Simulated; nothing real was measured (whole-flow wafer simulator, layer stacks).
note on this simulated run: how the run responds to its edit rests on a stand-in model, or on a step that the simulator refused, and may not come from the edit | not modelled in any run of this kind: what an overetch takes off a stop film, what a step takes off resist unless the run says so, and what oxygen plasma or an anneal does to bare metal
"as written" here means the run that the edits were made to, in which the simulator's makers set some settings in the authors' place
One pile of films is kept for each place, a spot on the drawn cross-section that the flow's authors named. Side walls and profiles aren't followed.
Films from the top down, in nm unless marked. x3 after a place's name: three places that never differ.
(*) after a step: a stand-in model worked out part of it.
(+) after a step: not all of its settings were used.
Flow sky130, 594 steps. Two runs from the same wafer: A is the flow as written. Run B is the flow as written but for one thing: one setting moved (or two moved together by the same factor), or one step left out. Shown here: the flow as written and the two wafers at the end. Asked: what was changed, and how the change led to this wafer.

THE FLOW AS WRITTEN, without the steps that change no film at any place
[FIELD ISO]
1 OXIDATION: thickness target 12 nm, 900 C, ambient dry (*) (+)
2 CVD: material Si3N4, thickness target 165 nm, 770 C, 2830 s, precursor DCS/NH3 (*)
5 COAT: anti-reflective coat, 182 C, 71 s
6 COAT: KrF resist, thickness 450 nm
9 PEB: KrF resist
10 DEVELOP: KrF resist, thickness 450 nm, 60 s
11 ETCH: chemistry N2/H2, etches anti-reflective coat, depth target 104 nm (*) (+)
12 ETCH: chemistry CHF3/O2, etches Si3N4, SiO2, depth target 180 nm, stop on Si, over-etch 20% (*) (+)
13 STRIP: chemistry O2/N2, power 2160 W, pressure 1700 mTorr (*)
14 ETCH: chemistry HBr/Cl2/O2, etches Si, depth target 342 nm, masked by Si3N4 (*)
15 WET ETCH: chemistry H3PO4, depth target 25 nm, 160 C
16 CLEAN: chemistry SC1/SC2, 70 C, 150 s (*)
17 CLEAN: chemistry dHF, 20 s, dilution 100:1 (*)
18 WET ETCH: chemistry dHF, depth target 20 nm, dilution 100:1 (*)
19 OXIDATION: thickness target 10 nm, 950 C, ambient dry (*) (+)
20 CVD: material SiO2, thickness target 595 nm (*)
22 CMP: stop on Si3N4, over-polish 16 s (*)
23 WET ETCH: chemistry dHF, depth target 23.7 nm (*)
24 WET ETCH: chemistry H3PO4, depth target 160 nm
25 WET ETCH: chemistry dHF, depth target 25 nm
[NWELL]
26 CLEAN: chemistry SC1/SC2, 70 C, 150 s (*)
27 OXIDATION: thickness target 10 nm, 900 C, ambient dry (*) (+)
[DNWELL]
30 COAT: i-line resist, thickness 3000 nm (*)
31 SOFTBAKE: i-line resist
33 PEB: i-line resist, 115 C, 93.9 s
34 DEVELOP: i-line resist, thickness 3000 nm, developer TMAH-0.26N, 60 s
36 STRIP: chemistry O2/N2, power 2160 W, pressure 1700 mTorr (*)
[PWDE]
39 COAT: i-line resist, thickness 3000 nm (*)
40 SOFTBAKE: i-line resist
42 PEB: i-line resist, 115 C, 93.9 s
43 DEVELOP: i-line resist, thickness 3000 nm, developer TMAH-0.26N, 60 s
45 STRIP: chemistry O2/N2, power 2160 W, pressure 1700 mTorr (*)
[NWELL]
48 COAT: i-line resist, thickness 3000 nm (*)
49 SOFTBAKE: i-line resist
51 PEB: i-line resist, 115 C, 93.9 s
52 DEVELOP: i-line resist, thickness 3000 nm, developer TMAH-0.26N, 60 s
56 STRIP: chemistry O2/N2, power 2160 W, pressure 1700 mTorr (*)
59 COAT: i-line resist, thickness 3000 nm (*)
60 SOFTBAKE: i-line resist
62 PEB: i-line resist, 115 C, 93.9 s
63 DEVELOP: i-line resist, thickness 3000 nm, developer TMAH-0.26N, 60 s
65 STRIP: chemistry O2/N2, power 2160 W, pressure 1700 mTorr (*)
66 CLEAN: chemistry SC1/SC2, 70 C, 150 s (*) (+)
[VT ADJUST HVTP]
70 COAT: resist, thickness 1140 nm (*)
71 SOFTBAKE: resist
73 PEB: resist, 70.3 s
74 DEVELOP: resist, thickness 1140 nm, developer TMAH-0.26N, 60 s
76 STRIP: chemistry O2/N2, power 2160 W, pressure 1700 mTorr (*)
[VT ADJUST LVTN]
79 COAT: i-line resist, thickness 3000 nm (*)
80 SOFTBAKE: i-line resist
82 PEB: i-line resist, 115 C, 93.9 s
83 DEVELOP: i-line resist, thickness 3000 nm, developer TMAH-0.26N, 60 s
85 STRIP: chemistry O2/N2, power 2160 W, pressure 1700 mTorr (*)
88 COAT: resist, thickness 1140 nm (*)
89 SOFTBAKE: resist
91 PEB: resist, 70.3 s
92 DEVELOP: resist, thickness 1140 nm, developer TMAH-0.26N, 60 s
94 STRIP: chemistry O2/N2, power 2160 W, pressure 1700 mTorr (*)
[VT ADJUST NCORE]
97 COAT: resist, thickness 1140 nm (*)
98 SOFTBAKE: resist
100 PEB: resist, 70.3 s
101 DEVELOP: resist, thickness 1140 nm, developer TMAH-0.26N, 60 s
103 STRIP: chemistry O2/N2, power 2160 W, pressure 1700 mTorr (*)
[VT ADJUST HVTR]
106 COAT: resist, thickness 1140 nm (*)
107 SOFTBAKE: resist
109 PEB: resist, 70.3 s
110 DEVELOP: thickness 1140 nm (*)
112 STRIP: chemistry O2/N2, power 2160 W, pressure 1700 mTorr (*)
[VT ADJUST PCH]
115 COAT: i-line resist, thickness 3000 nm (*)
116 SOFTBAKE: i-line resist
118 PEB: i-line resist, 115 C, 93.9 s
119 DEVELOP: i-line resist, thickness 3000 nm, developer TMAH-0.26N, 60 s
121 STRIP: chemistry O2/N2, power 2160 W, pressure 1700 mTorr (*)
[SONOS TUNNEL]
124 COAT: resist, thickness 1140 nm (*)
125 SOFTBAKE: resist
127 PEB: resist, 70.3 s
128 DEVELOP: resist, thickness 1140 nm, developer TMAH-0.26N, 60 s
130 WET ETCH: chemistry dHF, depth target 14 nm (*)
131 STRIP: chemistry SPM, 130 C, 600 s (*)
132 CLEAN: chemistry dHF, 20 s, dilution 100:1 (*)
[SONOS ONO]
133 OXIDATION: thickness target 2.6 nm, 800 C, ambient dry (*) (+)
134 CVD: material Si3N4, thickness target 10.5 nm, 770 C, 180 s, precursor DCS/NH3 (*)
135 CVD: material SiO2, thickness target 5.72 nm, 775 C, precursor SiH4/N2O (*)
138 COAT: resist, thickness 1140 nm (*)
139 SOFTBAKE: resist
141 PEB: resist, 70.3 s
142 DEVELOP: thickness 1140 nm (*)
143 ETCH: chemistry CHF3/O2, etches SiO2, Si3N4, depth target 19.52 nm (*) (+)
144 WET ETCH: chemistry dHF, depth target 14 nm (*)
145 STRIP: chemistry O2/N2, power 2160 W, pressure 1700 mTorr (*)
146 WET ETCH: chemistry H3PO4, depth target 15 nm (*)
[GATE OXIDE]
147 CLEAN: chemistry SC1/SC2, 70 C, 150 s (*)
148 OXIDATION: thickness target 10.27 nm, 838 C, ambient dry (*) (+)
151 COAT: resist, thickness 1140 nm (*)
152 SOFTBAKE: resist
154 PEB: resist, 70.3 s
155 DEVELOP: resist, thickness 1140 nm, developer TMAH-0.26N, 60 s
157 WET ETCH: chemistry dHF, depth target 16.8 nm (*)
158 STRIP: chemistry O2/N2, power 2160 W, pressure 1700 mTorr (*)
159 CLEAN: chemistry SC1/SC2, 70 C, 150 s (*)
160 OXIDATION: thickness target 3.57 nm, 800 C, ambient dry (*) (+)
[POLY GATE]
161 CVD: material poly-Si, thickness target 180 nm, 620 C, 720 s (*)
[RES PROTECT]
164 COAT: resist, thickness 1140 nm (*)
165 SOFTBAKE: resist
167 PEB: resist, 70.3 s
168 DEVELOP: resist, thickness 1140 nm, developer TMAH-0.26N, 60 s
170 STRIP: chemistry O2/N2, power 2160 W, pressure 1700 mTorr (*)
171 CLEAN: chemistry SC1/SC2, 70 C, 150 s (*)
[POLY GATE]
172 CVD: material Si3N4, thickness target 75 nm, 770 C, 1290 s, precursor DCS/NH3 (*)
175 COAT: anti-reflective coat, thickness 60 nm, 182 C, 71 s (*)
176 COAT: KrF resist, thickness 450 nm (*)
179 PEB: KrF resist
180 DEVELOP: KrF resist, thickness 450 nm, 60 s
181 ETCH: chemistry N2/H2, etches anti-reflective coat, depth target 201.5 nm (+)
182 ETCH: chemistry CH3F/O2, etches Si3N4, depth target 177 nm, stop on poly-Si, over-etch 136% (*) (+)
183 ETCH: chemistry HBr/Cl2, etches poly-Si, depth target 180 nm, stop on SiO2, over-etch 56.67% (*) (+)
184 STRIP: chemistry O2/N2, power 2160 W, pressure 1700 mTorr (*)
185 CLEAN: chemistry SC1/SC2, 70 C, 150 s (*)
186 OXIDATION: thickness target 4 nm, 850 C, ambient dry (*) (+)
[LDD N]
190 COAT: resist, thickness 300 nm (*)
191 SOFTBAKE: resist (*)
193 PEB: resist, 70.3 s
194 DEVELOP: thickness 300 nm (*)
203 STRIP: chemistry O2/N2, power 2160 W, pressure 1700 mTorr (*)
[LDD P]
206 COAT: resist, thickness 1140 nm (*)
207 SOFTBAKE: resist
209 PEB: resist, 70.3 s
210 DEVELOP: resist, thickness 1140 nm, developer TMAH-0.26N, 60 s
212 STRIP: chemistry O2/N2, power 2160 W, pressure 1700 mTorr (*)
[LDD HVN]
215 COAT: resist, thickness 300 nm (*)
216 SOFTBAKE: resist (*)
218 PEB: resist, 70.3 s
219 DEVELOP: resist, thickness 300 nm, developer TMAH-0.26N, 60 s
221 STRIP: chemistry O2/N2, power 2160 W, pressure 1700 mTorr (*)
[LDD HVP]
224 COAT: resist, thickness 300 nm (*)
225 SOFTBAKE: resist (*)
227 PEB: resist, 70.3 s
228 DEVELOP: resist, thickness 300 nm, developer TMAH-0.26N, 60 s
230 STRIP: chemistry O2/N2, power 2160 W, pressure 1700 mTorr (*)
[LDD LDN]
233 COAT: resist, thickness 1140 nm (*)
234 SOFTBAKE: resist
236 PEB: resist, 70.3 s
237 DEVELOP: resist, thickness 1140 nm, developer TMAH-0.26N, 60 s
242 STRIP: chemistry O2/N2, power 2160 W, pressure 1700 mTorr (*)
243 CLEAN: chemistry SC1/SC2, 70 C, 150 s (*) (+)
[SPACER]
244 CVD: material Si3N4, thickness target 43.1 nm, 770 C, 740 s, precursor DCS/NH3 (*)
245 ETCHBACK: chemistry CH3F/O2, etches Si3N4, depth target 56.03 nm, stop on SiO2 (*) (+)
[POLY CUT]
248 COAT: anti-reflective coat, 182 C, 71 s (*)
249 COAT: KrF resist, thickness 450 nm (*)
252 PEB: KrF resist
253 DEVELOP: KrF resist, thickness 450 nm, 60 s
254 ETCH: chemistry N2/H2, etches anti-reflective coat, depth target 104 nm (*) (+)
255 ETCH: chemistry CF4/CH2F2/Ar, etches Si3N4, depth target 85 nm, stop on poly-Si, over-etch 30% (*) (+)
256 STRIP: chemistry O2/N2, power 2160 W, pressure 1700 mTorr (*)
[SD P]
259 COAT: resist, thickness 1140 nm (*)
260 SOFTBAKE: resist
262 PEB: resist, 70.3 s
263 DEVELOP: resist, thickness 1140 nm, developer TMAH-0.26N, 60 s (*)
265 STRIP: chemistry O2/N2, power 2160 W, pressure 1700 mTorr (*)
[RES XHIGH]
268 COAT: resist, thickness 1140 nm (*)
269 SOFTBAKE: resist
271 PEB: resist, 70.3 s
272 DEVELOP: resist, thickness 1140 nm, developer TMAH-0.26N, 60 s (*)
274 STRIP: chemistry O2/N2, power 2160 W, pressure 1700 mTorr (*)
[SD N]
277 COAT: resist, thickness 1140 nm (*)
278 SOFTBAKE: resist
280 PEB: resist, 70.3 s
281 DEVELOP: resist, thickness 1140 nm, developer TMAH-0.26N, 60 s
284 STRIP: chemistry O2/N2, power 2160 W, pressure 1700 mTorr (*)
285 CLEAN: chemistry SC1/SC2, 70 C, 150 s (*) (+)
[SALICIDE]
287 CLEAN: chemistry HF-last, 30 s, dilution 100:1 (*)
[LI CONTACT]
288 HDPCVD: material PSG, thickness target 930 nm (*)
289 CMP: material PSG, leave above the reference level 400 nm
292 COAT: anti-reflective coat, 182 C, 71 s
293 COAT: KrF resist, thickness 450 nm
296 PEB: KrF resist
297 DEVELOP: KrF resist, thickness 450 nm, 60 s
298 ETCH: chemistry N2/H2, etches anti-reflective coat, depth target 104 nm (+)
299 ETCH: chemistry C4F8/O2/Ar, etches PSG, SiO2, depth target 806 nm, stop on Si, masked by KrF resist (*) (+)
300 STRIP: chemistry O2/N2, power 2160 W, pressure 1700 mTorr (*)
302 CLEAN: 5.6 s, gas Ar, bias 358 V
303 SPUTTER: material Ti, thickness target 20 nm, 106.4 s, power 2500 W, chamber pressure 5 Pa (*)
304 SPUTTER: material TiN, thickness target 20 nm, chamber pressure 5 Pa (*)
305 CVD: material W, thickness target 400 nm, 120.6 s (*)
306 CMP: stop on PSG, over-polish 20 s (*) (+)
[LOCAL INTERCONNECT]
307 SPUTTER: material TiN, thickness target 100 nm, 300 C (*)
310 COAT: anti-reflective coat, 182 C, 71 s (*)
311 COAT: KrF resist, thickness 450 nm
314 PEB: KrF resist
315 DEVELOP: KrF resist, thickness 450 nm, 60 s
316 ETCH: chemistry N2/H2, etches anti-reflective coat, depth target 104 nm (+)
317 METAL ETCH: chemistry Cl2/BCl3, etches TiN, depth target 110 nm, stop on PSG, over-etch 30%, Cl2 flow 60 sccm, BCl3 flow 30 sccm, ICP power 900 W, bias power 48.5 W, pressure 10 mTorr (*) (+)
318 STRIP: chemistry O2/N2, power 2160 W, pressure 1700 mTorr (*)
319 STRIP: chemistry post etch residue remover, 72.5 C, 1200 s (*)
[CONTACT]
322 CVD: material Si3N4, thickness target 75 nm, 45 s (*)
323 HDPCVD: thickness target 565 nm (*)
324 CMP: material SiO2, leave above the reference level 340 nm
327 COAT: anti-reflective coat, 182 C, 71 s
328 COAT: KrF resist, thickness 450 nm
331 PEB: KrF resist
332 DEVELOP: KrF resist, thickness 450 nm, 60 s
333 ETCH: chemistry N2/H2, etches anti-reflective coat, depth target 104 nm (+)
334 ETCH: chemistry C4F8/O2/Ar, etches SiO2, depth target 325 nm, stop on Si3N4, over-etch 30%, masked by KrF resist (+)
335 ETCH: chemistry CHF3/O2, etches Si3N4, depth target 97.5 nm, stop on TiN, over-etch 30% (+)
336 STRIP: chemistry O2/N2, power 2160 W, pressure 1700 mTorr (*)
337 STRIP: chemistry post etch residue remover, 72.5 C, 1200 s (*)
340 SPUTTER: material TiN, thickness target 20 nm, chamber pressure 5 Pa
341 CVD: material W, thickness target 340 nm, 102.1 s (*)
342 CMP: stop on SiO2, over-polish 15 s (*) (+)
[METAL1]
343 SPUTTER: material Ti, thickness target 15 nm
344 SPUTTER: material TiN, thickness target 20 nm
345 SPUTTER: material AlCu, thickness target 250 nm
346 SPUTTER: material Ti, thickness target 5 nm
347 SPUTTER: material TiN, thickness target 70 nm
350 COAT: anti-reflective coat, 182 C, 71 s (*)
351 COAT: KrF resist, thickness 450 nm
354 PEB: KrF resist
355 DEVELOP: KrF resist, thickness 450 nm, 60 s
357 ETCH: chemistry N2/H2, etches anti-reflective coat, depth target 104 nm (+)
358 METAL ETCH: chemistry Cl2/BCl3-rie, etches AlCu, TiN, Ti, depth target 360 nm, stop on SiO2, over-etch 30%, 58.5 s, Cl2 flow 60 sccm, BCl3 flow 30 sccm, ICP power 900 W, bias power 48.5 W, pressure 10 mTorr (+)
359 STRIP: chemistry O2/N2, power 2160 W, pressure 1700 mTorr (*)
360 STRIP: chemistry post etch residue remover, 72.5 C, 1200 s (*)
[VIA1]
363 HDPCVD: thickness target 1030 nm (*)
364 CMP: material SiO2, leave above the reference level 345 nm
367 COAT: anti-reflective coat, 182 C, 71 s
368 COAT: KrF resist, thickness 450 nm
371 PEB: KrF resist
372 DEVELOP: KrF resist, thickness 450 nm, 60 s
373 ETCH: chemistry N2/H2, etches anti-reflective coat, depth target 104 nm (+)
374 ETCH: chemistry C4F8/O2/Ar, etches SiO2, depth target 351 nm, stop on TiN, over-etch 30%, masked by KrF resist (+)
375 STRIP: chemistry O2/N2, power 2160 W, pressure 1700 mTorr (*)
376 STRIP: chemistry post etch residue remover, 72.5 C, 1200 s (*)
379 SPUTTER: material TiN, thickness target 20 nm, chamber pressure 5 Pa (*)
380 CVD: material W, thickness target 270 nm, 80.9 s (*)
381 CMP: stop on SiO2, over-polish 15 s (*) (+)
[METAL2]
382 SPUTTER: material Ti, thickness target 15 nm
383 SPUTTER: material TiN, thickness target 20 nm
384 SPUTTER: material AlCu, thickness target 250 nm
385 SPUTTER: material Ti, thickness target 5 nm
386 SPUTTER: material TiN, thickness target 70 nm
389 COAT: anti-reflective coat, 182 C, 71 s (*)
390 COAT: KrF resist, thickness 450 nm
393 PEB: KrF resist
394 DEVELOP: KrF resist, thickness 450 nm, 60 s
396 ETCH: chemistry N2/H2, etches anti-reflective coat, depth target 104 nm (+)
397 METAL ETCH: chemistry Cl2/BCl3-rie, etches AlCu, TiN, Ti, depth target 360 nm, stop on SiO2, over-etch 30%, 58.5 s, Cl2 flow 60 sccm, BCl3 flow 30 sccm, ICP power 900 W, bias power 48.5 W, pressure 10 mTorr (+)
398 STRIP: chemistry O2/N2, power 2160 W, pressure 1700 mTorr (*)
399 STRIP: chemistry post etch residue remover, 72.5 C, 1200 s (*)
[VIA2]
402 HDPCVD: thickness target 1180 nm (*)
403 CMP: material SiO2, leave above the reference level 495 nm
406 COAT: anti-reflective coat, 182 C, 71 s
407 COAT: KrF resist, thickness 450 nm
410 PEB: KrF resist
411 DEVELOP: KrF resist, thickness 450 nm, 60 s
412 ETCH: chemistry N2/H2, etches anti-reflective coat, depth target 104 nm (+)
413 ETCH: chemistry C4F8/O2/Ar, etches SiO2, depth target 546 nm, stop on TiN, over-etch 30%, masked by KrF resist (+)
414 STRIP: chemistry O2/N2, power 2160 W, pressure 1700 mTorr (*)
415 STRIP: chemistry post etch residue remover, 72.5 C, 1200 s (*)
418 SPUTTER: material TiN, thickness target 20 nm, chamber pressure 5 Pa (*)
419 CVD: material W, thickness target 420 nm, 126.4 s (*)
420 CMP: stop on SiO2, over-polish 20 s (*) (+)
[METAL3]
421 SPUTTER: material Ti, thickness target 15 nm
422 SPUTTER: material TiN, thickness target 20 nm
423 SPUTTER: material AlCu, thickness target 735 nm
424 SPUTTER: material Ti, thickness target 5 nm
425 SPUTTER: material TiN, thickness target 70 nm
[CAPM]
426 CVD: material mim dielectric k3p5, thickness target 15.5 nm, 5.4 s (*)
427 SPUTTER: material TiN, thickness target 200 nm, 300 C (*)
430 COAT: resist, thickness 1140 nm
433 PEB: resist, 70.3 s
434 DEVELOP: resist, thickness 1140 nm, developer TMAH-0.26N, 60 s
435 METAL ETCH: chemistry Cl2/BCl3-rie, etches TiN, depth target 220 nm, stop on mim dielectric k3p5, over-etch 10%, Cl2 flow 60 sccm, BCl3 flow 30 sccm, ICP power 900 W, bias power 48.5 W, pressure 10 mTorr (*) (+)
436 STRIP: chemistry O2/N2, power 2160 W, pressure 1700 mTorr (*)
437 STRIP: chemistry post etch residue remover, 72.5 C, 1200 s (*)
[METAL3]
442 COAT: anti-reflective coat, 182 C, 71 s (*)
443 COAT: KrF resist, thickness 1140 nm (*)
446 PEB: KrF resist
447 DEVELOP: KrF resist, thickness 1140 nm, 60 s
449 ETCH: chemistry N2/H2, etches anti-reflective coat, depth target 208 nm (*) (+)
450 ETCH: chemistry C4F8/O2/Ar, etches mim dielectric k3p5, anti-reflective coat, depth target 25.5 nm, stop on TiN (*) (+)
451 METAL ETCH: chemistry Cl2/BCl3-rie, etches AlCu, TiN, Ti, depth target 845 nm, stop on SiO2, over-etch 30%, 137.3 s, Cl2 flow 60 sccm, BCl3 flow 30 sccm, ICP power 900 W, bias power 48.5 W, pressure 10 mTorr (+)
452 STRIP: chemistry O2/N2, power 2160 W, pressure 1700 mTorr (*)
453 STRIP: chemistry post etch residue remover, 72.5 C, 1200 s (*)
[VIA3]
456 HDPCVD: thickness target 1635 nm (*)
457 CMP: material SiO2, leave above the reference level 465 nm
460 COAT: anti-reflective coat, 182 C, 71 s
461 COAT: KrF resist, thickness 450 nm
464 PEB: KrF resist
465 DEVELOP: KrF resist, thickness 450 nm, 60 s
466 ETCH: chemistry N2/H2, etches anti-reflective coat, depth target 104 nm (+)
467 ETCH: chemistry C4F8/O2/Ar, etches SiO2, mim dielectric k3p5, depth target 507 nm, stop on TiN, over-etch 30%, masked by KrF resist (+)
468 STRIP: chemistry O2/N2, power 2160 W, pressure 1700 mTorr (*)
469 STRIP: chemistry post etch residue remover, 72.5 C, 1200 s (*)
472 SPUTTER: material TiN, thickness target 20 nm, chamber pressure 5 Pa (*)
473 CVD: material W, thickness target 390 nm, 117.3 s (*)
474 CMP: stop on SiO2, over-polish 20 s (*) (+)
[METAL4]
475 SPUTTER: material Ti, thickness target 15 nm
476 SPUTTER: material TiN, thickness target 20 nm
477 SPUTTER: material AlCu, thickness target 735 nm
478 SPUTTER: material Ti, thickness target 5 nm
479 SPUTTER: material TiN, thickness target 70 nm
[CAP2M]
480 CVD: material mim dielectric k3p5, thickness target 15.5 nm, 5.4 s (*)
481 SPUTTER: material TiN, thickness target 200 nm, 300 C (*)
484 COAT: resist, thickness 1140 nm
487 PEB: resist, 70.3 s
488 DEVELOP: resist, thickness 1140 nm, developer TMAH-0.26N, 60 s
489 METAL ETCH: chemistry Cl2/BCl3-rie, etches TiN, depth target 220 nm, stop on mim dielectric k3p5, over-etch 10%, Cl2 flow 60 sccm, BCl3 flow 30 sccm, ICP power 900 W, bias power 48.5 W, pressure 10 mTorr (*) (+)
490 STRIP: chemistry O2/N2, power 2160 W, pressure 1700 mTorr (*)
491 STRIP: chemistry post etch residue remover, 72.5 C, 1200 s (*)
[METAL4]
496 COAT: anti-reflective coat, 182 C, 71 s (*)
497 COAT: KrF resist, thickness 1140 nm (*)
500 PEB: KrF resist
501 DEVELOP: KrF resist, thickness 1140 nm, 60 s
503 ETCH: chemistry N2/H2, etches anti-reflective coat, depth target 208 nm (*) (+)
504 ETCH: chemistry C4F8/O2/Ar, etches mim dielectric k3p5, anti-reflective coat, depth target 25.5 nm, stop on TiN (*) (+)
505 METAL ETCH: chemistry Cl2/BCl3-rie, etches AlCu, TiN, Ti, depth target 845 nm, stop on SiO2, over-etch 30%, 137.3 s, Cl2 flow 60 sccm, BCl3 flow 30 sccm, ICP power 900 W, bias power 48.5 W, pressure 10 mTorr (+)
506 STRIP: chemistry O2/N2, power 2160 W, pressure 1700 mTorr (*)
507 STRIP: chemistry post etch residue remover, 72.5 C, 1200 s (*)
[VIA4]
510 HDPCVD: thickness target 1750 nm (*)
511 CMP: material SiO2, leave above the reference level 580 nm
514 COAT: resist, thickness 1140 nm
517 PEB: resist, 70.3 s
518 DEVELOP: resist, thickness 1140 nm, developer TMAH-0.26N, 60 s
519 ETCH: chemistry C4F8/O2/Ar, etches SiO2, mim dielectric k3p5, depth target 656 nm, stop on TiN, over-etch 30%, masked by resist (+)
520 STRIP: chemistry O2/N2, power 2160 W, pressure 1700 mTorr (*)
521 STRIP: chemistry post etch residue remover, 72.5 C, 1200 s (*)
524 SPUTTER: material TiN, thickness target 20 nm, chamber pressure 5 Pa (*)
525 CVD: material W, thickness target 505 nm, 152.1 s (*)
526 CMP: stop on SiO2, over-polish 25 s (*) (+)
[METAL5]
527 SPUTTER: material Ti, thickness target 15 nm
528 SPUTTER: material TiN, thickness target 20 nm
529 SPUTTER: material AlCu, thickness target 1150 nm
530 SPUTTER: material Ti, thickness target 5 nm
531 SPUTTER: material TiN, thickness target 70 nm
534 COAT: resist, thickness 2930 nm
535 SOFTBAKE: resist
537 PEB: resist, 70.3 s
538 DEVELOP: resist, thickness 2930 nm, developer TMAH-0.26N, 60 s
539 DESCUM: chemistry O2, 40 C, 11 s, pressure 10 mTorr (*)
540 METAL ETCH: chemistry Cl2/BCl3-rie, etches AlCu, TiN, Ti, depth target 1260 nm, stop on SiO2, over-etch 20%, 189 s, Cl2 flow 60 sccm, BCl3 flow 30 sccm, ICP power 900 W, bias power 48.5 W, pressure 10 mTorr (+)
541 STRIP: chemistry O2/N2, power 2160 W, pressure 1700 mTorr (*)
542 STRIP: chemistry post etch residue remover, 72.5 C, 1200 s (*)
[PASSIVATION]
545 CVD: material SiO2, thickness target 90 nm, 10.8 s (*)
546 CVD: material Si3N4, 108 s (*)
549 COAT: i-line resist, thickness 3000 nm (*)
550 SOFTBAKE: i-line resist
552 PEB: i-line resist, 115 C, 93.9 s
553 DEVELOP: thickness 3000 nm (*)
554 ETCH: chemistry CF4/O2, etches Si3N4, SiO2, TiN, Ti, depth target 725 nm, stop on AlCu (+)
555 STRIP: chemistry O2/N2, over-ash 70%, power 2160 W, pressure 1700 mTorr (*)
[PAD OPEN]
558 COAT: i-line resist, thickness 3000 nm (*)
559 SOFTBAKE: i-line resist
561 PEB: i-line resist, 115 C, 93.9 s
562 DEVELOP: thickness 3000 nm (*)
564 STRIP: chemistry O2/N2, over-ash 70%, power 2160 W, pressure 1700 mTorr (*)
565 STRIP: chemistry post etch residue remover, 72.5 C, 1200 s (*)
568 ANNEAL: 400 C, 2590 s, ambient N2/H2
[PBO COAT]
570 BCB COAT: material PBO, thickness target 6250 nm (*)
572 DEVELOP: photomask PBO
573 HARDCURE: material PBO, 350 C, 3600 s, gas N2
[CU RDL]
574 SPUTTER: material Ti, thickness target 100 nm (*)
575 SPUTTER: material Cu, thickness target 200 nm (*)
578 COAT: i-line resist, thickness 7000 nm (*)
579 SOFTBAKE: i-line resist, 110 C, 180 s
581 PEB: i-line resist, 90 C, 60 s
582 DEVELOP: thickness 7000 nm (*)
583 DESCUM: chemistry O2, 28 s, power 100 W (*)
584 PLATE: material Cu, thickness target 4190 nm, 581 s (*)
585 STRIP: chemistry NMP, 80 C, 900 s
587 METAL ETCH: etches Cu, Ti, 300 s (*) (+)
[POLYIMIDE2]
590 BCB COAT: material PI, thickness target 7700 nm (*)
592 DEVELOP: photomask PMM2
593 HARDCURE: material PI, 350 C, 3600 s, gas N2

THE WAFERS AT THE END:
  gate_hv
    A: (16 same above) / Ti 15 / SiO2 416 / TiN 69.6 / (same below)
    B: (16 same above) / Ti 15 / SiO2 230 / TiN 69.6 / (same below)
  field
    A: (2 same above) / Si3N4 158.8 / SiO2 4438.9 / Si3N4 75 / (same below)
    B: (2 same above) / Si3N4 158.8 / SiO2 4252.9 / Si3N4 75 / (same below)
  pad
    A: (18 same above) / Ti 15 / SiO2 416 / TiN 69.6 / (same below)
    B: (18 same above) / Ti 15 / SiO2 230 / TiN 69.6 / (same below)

The cause: step 403, CMP: leave above the reference level 309 nm was run, where the flow has leave above the reference level 495 nm.

How the change led to this, step by step:
  403 CMP: material SiO2, leave above the reference level 495 nm
      n_well, p_well, gate_hv and 101 more: A SiO2 -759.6 | B SiO2 -945.6
      field, active, gate and 82 more: A SiO2 -389.1 | B SiO2 -575.1
      (and at 2 more places)
  413 ETCH: chemistry C4F8/O2/Ar, etches SiO2, depth target 546 nm, stop on TiN, over-etch 30%, masked by KrF resist (+)
      field, active, n_well and 186 more: A KrF resist -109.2 | B KrF resist -60.9
      m1: A SiO2 -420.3 (all of it) | B SiO2 -234.3 (all of it)
      (and at 1 more place)
  414 STRIP: chemistry O2/N2, power 2160 W, pressure 1700 mTorr (*)
      field, active, n_well and 186 more: A KrF resist -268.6 (all of it), anti-reflective coat -80 (all of it) | B KrF resist -316.9 (all of it), anti-reflective coat -80 (all of it)
  418 SPUTTER: material TiN, thickness target 20 nm, chamber pressure 5 Pa (*)
      m1, via2_hole: A TiN +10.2 | B TiN +12.9
  419 CVD: material W, thickness target 420 nm, 126.4 s (*)
      m1: A W +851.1 (new film) | B W +662.4 (new film)
      via2_hole: A W +850.7 (new film) | B W +661.9 (new film)
